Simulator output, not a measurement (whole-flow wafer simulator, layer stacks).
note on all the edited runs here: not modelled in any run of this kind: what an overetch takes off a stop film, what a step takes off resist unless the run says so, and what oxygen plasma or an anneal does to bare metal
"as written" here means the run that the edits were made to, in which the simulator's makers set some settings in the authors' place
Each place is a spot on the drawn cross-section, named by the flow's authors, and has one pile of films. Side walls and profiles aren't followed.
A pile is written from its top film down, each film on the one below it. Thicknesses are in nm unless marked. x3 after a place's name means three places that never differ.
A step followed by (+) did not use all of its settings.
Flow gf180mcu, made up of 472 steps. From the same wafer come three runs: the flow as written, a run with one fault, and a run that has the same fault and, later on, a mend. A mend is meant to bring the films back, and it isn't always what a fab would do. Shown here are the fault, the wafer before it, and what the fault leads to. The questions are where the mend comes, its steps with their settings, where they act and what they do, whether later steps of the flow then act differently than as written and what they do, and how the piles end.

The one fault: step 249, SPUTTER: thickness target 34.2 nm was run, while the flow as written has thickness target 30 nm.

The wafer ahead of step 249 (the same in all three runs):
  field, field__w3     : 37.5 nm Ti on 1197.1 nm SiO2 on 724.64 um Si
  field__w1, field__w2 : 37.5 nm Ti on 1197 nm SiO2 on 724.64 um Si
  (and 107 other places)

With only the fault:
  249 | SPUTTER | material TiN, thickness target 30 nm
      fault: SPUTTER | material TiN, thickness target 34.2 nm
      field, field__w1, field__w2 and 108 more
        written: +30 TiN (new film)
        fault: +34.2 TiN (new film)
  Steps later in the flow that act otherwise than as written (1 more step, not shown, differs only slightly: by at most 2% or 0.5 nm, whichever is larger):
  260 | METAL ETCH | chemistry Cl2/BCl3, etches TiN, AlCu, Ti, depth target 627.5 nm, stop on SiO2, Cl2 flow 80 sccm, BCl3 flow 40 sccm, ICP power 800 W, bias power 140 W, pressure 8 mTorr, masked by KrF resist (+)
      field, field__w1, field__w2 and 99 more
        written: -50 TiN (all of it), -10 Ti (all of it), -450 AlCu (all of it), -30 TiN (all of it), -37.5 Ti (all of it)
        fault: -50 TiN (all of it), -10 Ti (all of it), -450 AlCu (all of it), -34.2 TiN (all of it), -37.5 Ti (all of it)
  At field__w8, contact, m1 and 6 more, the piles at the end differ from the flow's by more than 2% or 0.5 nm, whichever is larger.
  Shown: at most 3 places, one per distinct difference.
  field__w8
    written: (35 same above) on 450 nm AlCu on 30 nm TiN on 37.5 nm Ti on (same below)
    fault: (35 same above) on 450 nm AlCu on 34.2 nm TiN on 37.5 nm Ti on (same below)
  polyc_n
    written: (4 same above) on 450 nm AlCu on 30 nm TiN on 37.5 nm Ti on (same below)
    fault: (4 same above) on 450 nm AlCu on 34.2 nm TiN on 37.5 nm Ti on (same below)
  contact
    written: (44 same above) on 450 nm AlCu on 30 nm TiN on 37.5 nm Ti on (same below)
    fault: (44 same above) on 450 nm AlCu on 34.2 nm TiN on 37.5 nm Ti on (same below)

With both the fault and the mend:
  After step 249 comes the mend.
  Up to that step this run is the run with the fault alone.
  249a | METAL ETCH | chemistry Cl2/BCl3, etches TiN, AlCu, Ti, depth target 4.2 nm, Cl2 flow 80 sccm, BCl3 flow 40 sccm, ICP power 800 W, bias power 140 W, pressure 8 mTorr
      field, field__w1, field__w2 and 108 more
        -4.2 TiN
  Every later step of the flow that is run acts as written at every place that is followed.
  At every place that both follow, the piles at the end match the flow's.
